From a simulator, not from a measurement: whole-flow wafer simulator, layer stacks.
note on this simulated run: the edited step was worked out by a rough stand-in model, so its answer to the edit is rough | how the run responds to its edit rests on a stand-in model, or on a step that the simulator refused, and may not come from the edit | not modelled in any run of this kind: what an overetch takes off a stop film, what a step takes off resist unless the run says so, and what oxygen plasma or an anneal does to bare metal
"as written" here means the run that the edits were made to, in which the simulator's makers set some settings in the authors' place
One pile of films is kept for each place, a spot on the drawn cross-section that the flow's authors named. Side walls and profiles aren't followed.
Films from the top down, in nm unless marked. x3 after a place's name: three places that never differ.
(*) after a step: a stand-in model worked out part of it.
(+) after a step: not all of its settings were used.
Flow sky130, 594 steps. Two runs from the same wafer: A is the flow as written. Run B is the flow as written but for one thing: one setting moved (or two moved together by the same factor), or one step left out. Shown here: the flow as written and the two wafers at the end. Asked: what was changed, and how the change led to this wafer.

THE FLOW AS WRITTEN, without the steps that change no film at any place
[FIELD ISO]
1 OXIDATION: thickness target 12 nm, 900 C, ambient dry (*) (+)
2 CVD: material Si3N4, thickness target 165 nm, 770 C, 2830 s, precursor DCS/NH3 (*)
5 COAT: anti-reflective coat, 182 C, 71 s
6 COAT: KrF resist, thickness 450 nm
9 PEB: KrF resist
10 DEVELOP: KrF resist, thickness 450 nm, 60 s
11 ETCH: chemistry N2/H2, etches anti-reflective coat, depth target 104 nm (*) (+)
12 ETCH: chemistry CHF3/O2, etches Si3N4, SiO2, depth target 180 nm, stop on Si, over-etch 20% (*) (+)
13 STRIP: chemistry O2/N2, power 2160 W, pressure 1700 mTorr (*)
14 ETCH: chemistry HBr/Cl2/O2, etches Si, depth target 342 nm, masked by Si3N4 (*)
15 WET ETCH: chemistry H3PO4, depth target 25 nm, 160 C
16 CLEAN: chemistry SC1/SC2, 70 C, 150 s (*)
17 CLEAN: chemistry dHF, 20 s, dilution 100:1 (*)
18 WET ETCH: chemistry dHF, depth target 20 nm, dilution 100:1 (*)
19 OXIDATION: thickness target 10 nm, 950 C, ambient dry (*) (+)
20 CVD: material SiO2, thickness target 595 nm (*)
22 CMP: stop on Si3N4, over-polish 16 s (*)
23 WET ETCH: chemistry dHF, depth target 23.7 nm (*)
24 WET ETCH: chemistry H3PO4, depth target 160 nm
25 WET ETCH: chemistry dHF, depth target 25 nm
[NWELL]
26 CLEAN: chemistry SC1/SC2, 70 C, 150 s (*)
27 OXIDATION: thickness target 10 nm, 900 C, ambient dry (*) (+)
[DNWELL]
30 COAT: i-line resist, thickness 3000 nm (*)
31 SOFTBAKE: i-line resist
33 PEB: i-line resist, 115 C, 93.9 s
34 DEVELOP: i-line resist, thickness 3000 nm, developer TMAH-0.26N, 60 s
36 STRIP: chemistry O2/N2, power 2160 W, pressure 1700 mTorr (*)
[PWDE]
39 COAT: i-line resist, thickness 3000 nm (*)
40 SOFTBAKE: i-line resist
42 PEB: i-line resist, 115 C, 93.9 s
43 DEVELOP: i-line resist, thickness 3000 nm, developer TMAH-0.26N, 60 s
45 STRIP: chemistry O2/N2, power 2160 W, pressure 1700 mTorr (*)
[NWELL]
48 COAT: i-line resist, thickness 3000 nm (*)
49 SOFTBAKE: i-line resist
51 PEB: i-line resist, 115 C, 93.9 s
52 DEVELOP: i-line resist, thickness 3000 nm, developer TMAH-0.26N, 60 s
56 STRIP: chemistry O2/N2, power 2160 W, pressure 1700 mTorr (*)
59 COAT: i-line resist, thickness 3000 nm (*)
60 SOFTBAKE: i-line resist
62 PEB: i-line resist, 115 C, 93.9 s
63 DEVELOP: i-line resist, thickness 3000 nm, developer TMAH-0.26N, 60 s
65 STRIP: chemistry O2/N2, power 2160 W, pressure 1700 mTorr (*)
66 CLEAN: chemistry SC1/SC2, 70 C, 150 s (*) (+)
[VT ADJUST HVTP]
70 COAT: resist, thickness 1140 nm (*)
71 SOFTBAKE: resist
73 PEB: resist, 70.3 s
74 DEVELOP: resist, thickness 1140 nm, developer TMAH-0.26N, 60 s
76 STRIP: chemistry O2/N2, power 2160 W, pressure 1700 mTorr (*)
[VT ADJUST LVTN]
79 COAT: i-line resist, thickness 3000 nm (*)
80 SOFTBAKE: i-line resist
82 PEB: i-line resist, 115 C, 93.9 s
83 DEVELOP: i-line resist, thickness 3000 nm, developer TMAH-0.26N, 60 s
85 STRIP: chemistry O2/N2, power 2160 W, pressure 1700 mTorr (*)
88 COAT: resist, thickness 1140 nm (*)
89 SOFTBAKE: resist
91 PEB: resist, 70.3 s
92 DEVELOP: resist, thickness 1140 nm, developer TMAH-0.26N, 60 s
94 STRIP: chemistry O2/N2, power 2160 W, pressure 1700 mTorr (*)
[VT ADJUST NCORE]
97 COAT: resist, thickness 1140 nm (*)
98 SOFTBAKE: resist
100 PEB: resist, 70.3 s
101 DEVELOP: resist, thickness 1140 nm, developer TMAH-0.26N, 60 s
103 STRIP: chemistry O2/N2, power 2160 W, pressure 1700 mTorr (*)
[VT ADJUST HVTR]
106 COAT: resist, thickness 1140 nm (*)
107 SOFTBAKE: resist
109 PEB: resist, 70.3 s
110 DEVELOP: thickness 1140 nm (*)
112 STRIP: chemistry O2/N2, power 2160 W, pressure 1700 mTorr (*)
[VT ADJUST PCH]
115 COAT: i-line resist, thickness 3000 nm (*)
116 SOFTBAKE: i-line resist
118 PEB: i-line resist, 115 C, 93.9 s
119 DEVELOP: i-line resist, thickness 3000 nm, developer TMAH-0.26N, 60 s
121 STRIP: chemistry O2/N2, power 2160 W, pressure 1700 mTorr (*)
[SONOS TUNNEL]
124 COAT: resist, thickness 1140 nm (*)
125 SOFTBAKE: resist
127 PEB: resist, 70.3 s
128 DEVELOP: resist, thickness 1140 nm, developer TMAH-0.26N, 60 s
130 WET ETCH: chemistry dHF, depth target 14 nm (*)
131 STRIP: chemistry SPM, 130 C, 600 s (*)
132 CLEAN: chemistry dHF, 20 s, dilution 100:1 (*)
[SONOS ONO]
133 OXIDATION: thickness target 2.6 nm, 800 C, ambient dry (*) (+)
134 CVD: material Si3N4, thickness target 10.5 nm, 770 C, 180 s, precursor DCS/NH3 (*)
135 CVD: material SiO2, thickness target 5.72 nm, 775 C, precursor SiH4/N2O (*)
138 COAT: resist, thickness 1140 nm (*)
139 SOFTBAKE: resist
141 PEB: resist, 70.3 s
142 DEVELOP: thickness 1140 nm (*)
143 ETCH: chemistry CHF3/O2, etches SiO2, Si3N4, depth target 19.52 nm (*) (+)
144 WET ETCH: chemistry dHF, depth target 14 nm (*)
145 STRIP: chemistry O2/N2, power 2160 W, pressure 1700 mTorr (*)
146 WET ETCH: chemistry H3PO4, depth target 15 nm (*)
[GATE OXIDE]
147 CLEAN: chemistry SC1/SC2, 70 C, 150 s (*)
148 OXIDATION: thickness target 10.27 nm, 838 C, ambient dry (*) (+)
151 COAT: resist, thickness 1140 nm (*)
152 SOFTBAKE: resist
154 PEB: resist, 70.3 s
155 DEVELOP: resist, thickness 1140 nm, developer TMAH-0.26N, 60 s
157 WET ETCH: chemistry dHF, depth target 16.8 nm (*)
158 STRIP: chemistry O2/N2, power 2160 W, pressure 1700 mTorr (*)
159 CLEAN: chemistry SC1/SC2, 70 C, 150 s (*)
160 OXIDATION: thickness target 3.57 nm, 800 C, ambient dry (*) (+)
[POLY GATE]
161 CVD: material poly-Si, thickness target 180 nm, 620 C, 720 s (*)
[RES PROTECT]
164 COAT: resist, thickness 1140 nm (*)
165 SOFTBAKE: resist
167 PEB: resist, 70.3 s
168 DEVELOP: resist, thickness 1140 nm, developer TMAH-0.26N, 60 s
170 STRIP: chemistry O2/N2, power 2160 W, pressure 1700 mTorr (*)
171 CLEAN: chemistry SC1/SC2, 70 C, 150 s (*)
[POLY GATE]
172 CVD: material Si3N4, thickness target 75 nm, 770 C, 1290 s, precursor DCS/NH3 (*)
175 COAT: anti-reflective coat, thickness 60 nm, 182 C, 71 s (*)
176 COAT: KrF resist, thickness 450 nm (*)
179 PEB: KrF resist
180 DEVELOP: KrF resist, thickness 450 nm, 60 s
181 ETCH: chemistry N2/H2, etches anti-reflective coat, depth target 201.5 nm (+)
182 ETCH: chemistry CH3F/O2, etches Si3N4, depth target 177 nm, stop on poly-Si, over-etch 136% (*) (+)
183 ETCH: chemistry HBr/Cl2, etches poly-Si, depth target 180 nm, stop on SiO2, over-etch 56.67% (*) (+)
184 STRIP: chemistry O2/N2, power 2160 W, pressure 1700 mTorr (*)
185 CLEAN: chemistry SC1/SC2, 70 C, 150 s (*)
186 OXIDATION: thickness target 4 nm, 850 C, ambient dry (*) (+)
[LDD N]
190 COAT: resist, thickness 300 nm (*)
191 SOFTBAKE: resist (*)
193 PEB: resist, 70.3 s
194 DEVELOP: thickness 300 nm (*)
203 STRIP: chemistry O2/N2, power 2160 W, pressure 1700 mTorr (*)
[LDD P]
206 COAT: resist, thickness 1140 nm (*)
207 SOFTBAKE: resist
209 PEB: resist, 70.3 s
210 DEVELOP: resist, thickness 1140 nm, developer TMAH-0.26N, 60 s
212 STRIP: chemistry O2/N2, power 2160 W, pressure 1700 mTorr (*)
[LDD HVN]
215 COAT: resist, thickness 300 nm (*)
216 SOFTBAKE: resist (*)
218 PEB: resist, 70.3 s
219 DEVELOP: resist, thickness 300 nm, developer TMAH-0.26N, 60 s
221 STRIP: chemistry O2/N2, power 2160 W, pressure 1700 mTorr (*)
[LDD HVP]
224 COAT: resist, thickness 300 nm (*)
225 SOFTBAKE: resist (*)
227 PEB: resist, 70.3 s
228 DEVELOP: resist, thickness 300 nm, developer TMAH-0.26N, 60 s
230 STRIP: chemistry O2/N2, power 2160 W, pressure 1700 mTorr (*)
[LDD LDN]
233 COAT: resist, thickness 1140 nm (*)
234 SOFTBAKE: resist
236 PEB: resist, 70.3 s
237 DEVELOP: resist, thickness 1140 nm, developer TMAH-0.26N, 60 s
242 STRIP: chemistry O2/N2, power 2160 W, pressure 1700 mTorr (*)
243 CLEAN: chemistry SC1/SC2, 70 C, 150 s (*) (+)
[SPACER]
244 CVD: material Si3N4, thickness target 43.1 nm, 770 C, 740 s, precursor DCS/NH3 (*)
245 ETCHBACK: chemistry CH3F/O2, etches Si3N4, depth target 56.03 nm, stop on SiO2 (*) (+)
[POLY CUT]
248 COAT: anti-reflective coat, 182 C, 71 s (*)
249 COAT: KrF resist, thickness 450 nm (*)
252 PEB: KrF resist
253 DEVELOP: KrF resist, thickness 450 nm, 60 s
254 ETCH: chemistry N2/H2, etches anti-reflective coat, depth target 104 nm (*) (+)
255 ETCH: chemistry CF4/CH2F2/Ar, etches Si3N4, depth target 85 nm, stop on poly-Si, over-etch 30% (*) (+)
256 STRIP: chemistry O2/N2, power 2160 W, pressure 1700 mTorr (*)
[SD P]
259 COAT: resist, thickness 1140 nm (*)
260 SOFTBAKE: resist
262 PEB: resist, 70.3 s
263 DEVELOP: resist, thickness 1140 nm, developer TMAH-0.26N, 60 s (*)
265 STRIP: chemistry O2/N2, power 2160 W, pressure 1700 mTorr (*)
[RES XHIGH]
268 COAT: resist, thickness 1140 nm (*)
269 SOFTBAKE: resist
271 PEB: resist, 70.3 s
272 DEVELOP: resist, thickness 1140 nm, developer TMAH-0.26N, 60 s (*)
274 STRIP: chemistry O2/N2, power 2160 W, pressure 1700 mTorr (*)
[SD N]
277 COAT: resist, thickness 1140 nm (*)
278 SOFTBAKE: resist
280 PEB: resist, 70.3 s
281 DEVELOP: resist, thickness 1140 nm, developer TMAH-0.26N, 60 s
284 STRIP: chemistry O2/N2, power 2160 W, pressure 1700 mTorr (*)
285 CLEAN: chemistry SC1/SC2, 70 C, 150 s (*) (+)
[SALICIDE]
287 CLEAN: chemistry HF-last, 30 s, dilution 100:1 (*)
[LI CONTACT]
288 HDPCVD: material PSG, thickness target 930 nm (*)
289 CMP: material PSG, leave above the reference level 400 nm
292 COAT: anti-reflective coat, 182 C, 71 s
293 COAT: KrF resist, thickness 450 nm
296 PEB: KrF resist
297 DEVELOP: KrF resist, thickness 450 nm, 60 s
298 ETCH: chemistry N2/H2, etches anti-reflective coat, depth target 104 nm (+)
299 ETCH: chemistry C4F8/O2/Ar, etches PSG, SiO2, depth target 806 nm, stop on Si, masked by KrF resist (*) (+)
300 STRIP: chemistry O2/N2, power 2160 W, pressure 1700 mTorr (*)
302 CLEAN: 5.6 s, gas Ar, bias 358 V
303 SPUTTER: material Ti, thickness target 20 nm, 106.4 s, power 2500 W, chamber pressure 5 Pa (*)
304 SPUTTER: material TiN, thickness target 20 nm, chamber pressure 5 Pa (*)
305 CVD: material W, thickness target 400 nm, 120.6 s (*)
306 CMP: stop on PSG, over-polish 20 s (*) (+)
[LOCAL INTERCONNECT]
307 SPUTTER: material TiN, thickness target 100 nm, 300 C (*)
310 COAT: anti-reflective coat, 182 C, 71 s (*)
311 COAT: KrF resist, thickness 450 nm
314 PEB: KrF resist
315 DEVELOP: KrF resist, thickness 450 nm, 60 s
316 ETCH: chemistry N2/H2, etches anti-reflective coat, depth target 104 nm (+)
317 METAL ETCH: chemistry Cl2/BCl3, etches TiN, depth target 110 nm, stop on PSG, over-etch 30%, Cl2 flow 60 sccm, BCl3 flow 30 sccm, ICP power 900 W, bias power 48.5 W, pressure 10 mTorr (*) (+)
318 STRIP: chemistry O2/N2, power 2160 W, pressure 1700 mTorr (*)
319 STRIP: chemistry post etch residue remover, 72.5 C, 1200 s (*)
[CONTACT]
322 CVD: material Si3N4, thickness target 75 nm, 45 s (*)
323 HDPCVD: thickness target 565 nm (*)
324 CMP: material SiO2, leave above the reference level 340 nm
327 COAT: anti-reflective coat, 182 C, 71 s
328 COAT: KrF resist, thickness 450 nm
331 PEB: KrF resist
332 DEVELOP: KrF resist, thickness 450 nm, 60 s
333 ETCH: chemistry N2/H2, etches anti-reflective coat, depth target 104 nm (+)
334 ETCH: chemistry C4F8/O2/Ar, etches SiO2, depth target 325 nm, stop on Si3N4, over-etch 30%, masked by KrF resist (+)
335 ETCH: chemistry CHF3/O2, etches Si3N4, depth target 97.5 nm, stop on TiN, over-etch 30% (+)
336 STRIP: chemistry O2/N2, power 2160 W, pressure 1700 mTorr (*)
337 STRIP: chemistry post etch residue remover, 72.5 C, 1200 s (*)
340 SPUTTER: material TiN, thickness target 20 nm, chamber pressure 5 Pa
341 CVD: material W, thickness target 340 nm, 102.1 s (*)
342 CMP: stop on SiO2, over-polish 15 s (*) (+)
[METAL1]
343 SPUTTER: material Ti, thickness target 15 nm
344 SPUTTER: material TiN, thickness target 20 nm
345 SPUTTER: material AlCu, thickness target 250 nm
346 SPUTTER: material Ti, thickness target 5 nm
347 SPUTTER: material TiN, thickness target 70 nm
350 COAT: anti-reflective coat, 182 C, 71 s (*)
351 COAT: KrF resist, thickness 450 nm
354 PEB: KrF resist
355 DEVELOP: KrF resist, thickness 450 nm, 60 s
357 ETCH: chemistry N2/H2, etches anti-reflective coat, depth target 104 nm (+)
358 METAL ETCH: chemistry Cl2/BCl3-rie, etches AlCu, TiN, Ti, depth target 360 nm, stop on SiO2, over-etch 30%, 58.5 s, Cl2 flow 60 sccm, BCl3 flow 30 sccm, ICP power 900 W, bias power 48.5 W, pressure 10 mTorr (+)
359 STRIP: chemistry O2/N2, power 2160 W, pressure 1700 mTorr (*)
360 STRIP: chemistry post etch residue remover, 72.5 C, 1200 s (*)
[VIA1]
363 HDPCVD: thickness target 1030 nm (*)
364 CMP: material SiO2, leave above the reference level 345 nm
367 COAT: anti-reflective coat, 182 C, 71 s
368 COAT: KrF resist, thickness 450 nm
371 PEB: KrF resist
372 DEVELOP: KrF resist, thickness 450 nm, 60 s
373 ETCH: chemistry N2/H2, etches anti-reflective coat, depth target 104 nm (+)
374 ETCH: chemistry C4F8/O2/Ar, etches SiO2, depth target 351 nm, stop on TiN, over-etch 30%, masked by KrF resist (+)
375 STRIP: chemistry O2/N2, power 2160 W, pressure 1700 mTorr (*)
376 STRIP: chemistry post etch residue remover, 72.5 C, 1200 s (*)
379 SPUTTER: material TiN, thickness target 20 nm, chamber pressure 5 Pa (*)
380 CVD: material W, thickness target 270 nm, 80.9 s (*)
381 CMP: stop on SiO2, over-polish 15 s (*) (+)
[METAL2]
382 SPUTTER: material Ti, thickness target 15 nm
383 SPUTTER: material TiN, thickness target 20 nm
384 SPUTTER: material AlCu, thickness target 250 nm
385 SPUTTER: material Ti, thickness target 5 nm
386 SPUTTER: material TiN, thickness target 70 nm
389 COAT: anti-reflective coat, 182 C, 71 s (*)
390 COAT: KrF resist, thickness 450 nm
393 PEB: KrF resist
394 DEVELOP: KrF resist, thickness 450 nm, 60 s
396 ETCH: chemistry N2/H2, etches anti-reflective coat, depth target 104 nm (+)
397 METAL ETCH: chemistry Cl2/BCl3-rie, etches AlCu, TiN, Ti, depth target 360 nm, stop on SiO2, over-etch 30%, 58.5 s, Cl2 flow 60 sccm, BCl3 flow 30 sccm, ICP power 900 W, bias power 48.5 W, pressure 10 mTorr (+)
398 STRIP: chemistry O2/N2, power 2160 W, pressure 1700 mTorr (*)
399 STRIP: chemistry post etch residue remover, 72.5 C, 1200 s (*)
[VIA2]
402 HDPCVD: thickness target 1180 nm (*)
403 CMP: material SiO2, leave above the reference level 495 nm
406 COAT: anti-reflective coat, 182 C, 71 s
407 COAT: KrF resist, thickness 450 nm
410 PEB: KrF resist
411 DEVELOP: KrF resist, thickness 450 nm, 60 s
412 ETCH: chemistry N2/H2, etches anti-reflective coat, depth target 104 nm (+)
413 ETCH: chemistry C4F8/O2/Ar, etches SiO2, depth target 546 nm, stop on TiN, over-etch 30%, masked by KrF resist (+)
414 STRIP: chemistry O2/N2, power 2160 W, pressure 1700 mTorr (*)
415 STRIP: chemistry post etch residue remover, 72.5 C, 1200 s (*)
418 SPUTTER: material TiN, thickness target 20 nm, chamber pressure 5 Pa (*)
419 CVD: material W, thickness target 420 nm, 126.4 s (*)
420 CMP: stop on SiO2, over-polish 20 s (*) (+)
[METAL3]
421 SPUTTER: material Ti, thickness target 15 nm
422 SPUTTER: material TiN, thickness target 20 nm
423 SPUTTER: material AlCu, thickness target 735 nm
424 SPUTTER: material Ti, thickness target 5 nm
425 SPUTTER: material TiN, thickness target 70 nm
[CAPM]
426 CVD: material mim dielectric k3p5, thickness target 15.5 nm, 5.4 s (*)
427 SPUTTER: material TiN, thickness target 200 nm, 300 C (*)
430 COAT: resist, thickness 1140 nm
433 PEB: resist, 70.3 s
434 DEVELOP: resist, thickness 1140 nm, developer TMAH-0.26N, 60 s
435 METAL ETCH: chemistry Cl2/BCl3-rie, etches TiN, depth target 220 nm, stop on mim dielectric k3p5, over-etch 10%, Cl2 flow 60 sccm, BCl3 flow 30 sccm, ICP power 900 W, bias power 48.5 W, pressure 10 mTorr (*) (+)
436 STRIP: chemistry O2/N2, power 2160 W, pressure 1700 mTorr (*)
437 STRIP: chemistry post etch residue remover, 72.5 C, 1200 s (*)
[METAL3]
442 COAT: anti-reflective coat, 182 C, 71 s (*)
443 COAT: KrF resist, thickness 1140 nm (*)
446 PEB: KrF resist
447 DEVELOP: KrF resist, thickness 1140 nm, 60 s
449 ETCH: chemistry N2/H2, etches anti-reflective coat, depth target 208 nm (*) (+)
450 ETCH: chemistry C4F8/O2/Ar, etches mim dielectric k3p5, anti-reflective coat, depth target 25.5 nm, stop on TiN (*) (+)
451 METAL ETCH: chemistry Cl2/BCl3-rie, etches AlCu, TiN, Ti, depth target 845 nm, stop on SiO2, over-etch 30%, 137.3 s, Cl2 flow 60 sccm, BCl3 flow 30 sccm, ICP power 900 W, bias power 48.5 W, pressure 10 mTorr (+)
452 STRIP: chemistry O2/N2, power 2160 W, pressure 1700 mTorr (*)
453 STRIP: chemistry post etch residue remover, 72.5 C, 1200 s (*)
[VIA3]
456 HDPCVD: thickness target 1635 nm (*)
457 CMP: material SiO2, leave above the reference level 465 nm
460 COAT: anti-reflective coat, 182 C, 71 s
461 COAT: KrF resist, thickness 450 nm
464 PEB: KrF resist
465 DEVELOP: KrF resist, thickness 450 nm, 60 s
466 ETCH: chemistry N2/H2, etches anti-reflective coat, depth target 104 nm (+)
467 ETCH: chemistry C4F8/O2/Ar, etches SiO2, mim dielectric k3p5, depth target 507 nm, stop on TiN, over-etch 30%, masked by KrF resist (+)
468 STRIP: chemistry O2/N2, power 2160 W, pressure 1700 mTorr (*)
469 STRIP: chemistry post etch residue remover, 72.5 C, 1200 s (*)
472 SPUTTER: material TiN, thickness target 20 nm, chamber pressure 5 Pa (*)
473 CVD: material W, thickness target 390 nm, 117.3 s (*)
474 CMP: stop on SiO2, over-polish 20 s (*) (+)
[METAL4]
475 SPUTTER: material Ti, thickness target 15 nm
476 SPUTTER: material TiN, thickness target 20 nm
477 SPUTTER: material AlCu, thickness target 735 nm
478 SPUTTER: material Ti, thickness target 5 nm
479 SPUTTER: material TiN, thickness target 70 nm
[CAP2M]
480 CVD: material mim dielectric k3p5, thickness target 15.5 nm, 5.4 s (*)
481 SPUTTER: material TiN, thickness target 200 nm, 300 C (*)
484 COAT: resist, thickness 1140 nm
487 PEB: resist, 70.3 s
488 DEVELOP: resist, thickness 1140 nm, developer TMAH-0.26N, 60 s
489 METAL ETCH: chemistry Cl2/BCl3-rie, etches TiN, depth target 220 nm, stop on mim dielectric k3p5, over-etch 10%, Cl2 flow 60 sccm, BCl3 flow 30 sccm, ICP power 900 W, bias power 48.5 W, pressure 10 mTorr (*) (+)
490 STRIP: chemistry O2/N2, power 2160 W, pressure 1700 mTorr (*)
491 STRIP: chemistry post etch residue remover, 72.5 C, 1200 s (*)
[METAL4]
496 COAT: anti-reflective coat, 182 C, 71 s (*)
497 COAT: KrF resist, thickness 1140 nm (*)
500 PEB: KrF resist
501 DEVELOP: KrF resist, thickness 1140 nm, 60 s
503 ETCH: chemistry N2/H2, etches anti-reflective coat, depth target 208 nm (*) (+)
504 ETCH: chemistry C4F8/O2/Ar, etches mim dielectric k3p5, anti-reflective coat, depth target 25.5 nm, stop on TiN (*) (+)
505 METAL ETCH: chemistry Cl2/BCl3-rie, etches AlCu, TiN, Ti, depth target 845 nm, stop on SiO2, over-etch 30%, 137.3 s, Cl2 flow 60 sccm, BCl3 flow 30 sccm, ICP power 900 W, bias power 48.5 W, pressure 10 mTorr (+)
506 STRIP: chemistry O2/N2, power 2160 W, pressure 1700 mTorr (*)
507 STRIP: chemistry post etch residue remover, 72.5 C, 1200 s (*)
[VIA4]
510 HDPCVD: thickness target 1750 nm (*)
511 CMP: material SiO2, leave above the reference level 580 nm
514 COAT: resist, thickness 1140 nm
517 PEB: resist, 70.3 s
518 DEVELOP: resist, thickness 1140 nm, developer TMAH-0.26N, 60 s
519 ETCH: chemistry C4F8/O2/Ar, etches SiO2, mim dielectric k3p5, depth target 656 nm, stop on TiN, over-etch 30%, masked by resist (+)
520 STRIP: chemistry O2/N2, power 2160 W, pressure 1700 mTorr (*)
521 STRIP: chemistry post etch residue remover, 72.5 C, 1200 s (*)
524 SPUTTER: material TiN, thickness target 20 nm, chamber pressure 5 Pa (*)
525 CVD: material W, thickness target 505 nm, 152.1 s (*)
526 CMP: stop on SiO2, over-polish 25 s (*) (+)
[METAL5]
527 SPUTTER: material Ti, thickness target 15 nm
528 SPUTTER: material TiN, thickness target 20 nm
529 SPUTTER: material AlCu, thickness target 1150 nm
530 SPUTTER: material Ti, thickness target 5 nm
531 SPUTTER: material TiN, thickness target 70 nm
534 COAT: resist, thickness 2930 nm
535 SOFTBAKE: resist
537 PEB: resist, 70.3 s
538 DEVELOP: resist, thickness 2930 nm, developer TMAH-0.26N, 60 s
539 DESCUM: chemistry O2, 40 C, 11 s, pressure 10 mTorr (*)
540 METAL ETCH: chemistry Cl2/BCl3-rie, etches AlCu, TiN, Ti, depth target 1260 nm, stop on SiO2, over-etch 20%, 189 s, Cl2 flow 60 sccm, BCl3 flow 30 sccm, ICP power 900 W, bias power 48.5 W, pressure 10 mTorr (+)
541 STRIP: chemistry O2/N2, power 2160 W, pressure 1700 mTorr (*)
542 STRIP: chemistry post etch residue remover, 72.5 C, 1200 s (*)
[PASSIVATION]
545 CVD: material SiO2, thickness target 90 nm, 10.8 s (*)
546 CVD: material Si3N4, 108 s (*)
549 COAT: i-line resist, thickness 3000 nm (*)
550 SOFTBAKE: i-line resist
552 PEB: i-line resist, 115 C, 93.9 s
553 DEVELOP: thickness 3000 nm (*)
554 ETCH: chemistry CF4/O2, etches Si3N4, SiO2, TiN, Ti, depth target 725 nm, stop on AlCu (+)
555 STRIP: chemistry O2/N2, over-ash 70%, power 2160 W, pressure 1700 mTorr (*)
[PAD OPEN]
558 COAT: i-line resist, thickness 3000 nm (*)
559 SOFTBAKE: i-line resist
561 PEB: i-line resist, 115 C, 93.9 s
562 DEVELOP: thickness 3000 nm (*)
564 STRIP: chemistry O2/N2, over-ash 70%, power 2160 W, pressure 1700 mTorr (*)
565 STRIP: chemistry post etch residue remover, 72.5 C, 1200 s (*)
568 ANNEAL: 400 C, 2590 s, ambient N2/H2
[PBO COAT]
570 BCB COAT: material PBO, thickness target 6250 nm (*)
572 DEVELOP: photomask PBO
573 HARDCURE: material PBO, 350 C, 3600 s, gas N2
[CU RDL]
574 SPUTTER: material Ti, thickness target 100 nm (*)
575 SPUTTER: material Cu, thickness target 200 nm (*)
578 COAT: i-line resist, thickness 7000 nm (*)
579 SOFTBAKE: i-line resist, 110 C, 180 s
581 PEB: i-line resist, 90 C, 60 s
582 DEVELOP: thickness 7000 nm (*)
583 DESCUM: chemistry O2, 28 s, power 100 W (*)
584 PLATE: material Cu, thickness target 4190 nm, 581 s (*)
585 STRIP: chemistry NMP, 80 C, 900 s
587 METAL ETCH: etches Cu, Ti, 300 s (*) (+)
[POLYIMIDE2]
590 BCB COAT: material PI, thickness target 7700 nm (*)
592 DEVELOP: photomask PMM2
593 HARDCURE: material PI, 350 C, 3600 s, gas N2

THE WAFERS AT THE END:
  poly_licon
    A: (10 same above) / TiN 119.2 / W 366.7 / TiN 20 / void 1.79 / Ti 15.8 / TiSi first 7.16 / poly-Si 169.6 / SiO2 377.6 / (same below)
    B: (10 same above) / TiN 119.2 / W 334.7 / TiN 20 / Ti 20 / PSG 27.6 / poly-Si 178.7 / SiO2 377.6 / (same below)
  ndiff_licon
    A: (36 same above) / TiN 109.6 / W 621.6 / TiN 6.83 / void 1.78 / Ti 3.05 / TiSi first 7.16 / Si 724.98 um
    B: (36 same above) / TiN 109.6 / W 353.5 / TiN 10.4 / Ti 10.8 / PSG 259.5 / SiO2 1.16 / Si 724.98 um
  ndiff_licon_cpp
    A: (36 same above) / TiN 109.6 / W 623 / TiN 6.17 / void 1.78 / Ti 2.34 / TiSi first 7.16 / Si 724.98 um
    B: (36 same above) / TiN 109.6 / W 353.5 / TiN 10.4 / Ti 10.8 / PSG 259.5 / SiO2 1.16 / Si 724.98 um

The cause: step 299, ETCH: depth target 379 nm was run, where the flow has depth target 806 nm.

How the change led to this, step by step:
  299 ETCH: chemistry C4F8/O2/Ar, etches PSG, SiO2, depth target 806 nm, stop on Si, masked by KrF resist (*) (+)
      contact, ndiff_licon, ndiff_licon_cpp: A PSG -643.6 (all of it), SiO2 -1.16 (all of it) | B PSG -379
      poly_licon, rpo_hd_licon: A PSG -411.7 (all of it) | B PSG -379
      (and at 187 more places)
  300 STRIP: chemistry O2/N2, power 2160 W, pressure 1700 mTorr (*)
      contact, ndiff_licon, ndiff_licon_cpp: A chemical SiO2 +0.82 (new film), Si -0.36 | B nothing
      poly_licon, rpo_hd_licon: A chemical SiO2 +0.82 (new film), poly-Si -0.36 | B nothing
      (and at 187 more places)
  302 CLEAN: 5.6 s, gas Ar, bias 358 V
      contact, ndiff_licon, ndiff_licon_cpp: A chemical SiO2 -0.82 (all of it) | B PSG -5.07
      poly_licon, rpo_hd_licon: A chemical SiO2 -0.82 (all of it), poly-Si -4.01 | B PSG -5.07
  303 SPUTTER: material Ti, thickness target 20 nm, 106.4 s, power 2500 W, chamber pressure 5 Pa (*)
      ndiff_licon: A Ti +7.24 (new film) | B Ti +10.8 (new film)
      ndiff_licon_cpp: A Ti +6.53 (new film) | B Ti +10.8 (new film)
  304 SPUTTER: material TiN, thickness target 20 nm, chamber pressure 5 Pa (*)
      ndiff_licon: A TiN +6.83 (new film) | B TiN +10.4 (new film)
      ndiff_licon_cpp: A TiN +6.17 (new film) | B TiN +10.4 (new film)
      (and at 1 more place)
  305 CVD: material W, thickness target 400 nm, 120.6 s (*)
      ndiff_licon: A W +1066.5 (new film) | B W +798.5 (new film)
      ndiff_licon_cpp: A W +1067.9 (new film) | B W +798.4 (new film)
      (and at 1 more place)
  306 CMP: stop on PSG, over-polish 20 s (*) (+)
      poly_licon: A W -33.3 | B W -65.3
  568 ANNEAL: 400 C, 2590 s, ambient N2/H2
      poly_licon, rpo_hd_licon: A under 11 films: void +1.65 (new film), Ti -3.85, TiSi first +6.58 (new film), poly-Si -4.38 | B nothing
      ndiff_licon, ndiff_licon_cpp: A under 37 films: void +1.63 (new film), Ti -3.85, TiSi first +6.58 (new film), Si -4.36 | B nothing
Counting metal films that touch as one body, poly_licon has 1 body; the flow as written gives 2 bodies (between them, from the top down: void 1.79).
Counting metal films that touch as one body, ndiff_licon has 5 bodies (between them, from the top down: SiO2 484 / mim dielectric k3p5 15.5; SiO2 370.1 / mim dielectric k3p5 15.5; SiO2 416; SiO2 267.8); the flow as written gives 6 bodies (between them, from the top down: SiO2 484 / mim dielectric k3p5 15.5; SiO2 370.1 / mim dielectric k3p5 15.5; SiO2 416; SiO2 267.8; void 1.78).
Counting metal films that touch as one body, ndiff_licon_cpp has 5 bodies (between them, from the top down: SiO2 484 / mim dielectric k3p5 15.5; SiO2 370.1 / mim dielectric k3p5 15.5; SiO2 416; SiO2 267.8); the flow as written gives 6 bodies (between them, from the top down: SiO2 484 / mim dielectric k3p5 15.5; SiO2 370.1 / mim dielectric k3p5 15.5; SiO2 416; SiO2 267.8; void 1.78).
